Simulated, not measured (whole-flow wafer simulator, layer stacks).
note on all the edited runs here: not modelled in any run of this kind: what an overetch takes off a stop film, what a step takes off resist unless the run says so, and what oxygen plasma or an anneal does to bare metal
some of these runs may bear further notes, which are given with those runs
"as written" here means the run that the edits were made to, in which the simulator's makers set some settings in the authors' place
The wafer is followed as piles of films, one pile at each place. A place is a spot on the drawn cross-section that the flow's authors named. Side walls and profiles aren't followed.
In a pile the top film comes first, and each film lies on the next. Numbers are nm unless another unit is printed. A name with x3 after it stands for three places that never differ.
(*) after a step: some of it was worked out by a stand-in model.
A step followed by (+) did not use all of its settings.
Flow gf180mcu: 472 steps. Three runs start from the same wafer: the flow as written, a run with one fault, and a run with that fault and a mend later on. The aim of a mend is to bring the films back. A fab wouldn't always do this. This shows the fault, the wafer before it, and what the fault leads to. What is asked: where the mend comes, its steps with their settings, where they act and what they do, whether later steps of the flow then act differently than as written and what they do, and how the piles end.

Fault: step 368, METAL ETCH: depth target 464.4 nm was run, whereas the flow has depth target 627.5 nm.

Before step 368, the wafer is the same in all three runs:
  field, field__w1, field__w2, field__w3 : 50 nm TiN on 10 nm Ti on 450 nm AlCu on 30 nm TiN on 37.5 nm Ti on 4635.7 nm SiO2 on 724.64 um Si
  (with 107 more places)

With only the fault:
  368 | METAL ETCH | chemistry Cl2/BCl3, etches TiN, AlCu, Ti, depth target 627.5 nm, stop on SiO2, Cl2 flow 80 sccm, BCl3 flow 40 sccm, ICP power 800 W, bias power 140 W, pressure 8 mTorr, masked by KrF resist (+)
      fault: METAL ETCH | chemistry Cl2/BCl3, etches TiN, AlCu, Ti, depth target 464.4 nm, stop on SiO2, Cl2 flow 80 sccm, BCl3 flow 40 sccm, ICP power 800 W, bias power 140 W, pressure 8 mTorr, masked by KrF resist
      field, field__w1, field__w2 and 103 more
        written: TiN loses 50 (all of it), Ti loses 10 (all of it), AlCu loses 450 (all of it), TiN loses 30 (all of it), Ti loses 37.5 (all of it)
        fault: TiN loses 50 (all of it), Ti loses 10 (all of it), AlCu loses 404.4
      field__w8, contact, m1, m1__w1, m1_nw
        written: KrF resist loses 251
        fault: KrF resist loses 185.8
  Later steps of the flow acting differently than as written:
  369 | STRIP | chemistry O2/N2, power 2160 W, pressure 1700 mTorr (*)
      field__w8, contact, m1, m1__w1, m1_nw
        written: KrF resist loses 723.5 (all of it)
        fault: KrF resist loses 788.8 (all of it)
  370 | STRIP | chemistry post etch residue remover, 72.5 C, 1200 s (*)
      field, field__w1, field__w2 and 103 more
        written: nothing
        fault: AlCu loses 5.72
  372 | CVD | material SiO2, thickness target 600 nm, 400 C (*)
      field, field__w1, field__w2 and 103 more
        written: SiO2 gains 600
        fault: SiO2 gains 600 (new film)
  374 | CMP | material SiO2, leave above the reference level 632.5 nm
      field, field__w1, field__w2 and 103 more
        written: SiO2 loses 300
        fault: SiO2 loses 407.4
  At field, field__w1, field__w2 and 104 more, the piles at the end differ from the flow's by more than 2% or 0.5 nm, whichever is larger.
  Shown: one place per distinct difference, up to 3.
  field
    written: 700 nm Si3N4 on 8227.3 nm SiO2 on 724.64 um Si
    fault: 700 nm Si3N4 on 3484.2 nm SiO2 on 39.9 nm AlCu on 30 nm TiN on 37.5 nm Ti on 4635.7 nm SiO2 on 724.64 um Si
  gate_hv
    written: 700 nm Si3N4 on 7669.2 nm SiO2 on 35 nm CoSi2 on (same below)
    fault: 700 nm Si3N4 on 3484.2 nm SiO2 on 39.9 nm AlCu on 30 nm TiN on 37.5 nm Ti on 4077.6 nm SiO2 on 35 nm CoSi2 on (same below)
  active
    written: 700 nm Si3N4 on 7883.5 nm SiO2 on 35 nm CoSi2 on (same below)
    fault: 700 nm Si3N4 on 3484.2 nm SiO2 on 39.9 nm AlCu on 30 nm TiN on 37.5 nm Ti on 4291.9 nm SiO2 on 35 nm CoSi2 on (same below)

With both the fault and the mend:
  After step 370 comes the mend.
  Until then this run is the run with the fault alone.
  370a | DEHYDRATE | 200 C, 60 s (a further turn of the flow's step 361)
      alters no film at any place that is followed
  370b | HMDS | 120 C, 60 s (a further turn of the flow's step 362)
      alters no film at any place that is followed
  370c | COAT | KrF resist, thickness 1000 nm (*) (a further turn of the flow's step 363)
      iso_ptap_pw, iso_ntap_nw, iso_nw_fld and 33 more
        KrF resist gains 1000 (new film)
      field__w1, field_sub, field_sub__w1 and 15 more
        KrF resist gains 1002.7 (new film)
      field__w11, field__w13, p_well and 7 more
        KrF resist gains 1003.1 (new film)
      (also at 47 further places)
  370d | SOFTBAKE | KrF resist (a further turn of the flow's step 364)
      alters no film at any place that is followed
  370e | EXPOSE | photomask Metal4 (a further turn of the flow's step 365)
      alters no film at any place that is followed
  370f | PEB | KrF resist, 135 C, 90 s (a further turn of the flow's step 366)
      field__w1, field__w2, field__w3 and 56 more
        KrF resist loses 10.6
      iso_ptap_pw, iso_ntap_nw, iso_nw_fld and 33 more
        KrF resist loses 10.5
      gate_hv, sd_p, nw_sep_fld, polyc_n, polyc_n_rim
        KrF resist loses 10.7
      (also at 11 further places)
  370g | DEVELOP | thickness 1000 nm, 60 s (a further turn of the flow's step 367)
      iso_ptap_pw, iso_ntap_nw, iso_nw_fld and 33 more
        KrF resist loses 989.5 (all of it)
      field_sub__w3, field_sub__w4, ld_sd_p and 10 more
        KrF resist loses 992.2 (all of it)
      field__w1, field_sub, field_sub__w1 and 7 more
        KrF resist loses 992.1 (all of it)
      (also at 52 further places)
  370h | METAL ETCH | chemistry Cl2/BCl3, etches TiN, AlCu, Ti, depth target 163.1 nm, stop on SiO2, Cl2 flow 80 sccm, BCl3 flow 40 sccm, ICP power 800 W, bias power 140 W, pressure 8 mTorr, masked by KrF resist (+) (a further turn of the flow's step 368, with different settings)
      field, field__w1, field__w2 and 103 more
        AlCu loses 39.9 (all of it), TiN loses 30 (all of it), Ti loses 37.5 (all of it)
      field__w8, contact, m1, m1__w1, m1_nw
        KrF resist loses 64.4
  370i | STRIP | chemistry O2/N2, power 2160 W, pressure 1700 mTorr (*) (a further turn of the flow's step 369)
      field__w8
        KrF resist loses 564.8 (all of it)
      contact
        KrF resist loses 562.8 (all of it)
      m1
        KrF resist loses 565.7 (all of it)
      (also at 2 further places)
  370j | STRIP | chemistry post etch residue remover, 72.5 C, 1200 s (*) (a further turn of the flow's step 370)
      field__w8, contact, m1, m1__w1, m1_nw
        TiN loses 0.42
  Every later step of the flow that is run acts as written, at every place that is followed, to within 2% or 0.5 nm, whichever is larger.
  The piles end only slightly different from the flow's at the places that both follow, by no more than 2% or 0.5 nm, whichever is larger.
